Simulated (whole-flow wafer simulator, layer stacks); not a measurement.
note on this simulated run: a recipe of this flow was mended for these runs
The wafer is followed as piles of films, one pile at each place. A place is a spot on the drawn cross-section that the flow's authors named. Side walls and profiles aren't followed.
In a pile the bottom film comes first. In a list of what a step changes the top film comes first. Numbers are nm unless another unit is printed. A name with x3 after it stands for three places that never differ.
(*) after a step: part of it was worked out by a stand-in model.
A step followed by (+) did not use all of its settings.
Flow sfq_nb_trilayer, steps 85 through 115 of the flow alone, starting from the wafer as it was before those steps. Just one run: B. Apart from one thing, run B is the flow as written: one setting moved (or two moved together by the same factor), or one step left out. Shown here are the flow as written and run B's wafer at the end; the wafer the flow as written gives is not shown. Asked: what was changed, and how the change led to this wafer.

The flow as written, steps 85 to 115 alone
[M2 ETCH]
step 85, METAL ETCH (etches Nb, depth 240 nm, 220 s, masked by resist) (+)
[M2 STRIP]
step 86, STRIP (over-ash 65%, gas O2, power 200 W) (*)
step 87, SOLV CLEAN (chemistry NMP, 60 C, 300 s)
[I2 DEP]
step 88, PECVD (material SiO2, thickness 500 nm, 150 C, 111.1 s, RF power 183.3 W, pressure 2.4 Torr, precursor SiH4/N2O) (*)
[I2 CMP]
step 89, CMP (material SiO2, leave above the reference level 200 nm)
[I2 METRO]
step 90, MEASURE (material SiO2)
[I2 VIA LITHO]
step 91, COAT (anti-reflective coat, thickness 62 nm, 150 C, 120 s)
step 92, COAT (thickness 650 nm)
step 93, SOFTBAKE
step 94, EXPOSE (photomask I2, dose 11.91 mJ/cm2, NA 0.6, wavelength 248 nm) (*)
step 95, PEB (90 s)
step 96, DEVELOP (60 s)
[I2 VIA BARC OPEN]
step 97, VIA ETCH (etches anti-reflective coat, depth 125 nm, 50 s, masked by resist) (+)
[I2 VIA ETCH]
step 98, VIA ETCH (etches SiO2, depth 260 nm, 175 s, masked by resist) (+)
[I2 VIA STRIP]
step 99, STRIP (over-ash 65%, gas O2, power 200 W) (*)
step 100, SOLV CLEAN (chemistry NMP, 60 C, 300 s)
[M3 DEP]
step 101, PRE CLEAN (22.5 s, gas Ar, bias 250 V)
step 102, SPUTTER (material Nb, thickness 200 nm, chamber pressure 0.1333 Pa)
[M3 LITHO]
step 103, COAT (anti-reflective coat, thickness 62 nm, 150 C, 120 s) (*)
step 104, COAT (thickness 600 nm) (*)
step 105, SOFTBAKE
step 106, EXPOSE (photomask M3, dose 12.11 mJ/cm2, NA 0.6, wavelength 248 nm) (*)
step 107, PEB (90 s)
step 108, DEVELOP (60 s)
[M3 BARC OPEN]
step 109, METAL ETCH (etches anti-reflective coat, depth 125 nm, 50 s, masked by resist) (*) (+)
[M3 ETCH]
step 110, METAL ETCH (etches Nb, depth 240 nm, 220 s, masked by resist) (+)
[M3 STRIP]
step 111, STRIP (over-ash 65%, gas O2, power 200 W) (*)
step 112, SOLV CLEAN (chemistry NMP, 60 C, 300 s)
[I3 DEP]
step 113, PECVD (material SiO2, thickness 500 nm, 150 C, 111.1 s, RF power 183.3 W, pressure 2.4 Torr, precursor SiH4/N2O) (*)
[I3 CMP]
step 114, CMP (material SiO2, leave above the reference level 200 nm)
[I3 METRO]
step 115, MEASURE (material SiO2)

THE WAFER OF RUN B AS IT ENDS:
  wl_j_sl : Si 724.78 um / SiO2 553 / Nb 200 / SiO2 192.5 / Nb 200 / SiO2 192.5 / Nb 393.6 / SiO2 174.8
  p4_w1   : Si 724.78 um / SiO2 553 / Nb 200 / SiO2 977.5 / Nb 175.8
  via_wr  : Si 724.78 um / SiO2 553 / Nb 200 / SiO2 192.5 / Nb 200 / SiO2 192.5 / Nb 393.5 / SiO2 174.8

What caused this: step 86, STRIP: over-ash 65%, gas O2, power 200 W (*), was skipped.

How this came from the change, step by step:
  step 88, PECVD (material SiO2, thickness 500 nm, 150 C, 111.1 s, RF power 183.3 W, pressure 2.4 Torr, precursor SiH4/N2O) (*)
      via_v: SiO2 gains 500 (new film) (in the flow as written it would be: SiO2 gains 612.8 (new film))
  step 89, CMP (material SiO2, leave above the reference level 200 nm)
      wl_j_sl, wl_jj, wl_j_sr and 12 more: SiO2 loses 500 (all of it), KrF-resist-other-grade loses 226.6 (in the flow as written it would be: SiO2 loses 300)
      v_sur: SiO2 loses 500 (all of it), KrF-resist-other-grade loses 225.4 (in the flow as written it would be: SiO2 loses 300)
      (as well as at 6 more places)
  step 98, VIA ETCH (etches SiO2, depth 260 nm, 175 s, masked by resist) (+)
      via_w: KrF-resist-other-grade loses 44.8 (in the flow as written it would be: SiO2 loses 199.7 (all of it), Nb loses 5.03)
  step 99, STRIP (over-ash 65%, gas O2, power 200 W) (*)
      wl_j_sl, wl_jj, wl_j_sr and 12 more: KrF-resist-other-grade loses 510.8 (all of it), anti-reflective coat loses 62 (all of it), KrF-resist-other-grade loses 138 (all of it), anti-reflective coat loses 62 (all of it) (in the flow as written it would be: KrF-resist-other-grade loses 510.8 (all of it), anti-reflective coat loses 62 (all of it))
      v_sur: KrF-resist-other-grade loses 510.8 (all of it), anti-reflective coat loses 62 (all of it), KrF-resist-other-grade loses 135.2 (all of it), anti-reflective coat loses 64.8 (all of it) (in the flow as written it would be: KrF-resist-other-grade loses 510.8 (all of it), anti-reflective coat loses 62 (all of it))
      (as well as at 6 more places)
  step 101, PRE CLEAN (22.5 s, gas Ar, bias 250 V)
      v_sur, via_wl, via_wr and 18 more: Nb loses 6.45 (in the flow as written it would be: SiO2 loses 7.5)
  step 102, SPUTTER (material Nb, thickness 200 nm, chamber pressure 0.1333 Pa)
      via_wr, via_sp, wl_j_sl and 14 more: Nb gains 200 (in the flow as written it would be: Nb gains 200 (new film))
      v_sur: Nb gains 165.2 (in the flow as written it would be: Nb gains 200 (new film))
      (as well as at 4 more places)
  step 103, COAT (anti-reflective coat, thickness 62 nm, 150 C, 120 s) (*)
      p3_l2, p3_l3, p3_l5: anti-reflective coat gains 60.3 (new film) (in the flow as written it would be: anti-reflective coat gains 62 (new film))
      m0r_line_l x3: anti-reflective coat gains 76.2 (new film) (in the flow as written it would be: anti-reflective coat gains 62 (new film))
      (as well as at 86 more places)
  step 104, COAT (thickness 600 nm) (*)
      wl_f_sr, m0r_line_l x3: KrF-resist-other-grade gains 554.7 (new film) (in the flow as written it would be: KrF-resist-other-grade gains 600 (new film))
      m0r_space_l, m6r_space_l x2: KrF-resist-other-grade gains 576.2 (new film) (in the flow as written it would be: KrF-resist-other-grade gains 600 (new film))
      (as well as at 64 more places)
  step 107, PEB (90 s)
      via_v: KrF-resist-other-grade loses 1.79 (in the flow as written it would be: KrF-resist-other-grade loses 1.23)
  step 108, DEVELOP (60 s)
      m0r_line_l x3: KrF-resist-other-grade loses 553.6 (all of it) (in the flow as written it would be: KrF-resist-other-grade loses 598.7 (all of it))
      m0r_space_l, m6r_space_l x2: KrF-resist-other-grade loses 575 (all of it) (in the flow as written it would be: KrF-resist-other-grade loses 598.7 (all of it))
      (as well as at 42 more places)
  step 109, METAL ETCH (etches anti-reflective coat, depth 125 nm, 50 s, masked by resist) (*) (+)
      m0r_line_l x3: anti-reflective coat loses 76.2 (all of it) (in the flow as written it would be: anti-reflective coat loses 62 (all of it))
      m0r_space_l, m6r_space_l x2: anti-reflective coat loses 44.7 (all of it) (in the flow as written it would be: anti-reflective coat loses 62 (all of it))
      (as well as at 59 more places)
  step 111, STRIP (over-ash 65%, gas O2, power 200 W) (*)
      v_sur: KrF-resist-other-grade loses 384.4 (all of it), anti-reflective coat loses 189 (all of it) (in the flow as written it would be: KrF-resist-other-grade loses 361 (all of it), anti-reflective coat loses 46 (all of it))
      via_wl: KrF-resist-other-grade loses 413 (all of it), anti-reflective coat loses 111.4 (all of it) (in the flow as written it would be: KrF-resist-other-grade loses 381.1 (all of it), anti-reflective coat loses 16.7 (all of it))
      (as well as at 27 more places)
  step 113, PECVD (material SiO2, thickness 500 nm, 150 C, 111.1 s, RF power 183.3 W, pressure 2.4 Torr, precursor SiH4/N2O) (*)
      via_w: SiO2 gains 500 (new film) (in the flow as written it would be: SiO2 gains 621.2 (new film))
      via_v: SiO2 gains 472.8 (new film) (in the flow as written it would be: SiO2 gains 500 (new film))
      (as well as at 1 more place)
  step 114, CMP (material SiO2, leave above the reference level 200 nm)
      p4_w1, p4_w2, p4_w3 and 6 more: SiO2 loses 500 (all of it), Nb loses 24.2 (in the flow as written it would be: SiO2 loses 300)
      field_l, be, be_sur and 64 more: SiO2 loses 320.2 (in the flow as written it would be: SiO2 loses 96)
      (as well as at 29 more places)
Taking metal films that touch as one body, wl_j_sl has 3 bodies (between them, from the top down: SiO2 192.5; SiO2 192.5); the flow as written gives 4 bodies (between them, from the top down: SiO2 192.5; SiO2 192.5; SiO2 192.5).
Taking metal films that touch as one body, via_wr has 3 bodies (between them, from the top down: SiO2 192.5; SiO2 192.5); the flow as written gives 4 bodies (between them, from the top down: SiO2 192.5; SiO2 192.5; SiO2 192.5).
